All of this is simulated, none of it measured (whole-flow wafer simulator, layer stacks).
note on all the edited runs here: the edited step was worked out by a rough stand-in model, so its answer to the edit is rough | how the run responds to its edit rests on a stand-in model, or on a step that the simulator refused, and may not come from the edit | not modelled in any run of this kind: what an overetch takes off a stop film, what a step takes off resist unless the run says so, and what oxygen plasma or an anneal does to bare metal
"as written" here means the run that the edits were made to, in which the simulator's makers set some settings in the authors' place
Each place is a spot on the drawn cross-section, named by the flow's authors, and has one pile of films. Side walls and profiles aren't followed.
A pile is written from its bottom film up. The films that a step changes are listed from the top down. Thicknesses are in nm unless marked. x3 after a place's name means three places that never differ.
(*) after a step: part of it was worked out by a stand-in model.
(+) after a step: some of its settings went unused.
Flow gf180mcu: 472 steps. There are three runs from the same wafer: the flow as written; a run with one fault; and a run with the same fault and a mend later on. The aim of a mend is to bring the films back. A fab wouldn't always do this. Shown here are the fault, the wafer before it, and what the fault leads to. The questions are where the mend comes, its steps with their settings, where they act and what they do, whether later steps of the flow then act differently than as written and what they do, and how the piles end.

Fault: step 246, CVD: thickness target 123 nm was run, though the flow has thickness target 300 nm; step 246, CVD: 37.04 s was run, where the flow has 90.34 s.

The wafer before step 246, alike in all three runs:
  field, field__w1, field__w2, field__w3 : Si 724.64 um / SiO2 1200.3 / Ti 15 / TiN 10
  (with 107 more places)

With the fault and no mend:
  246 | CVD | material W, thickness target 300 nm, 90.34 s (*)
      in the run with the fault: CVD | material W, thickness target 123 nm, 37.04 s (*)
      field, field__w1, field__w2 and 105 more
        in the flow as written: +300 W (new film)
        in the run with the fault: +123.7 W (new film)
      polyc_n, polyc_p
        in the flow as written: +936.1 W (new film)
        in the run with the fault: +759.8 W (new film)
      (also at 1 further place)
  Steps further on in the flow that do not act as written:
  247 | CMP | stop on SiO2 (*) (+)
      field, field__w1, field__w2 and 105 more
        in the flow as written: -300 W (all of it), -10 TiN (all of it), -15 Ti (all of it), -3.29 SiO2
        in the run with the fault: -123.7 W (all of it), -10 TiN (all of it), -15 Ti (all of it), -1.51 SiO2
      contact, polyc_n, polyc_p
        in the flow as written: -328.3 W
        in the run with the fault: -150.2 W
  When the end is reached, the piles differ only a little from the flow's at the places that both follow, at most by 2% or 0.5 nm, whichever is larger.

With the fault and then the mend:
  The mend stands after step 246.
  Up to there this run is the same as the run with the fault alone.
  246a | CVD | material W, thickness target 177 nm, 53.3 s (the flow's step 246, run once more with other settings)
      field, field__w1, field__w2 and 108 more
        +178.2 W
  None of the later steps of the flow differs from how it acts as written, at any place that is followed, by more than 2% or 0.5 nm, whichever is larger.
  When the end is reached, the piles differ only a little from the flow's at the places that both follow, at most by 2% or 0.5 nm, whichever is larger.
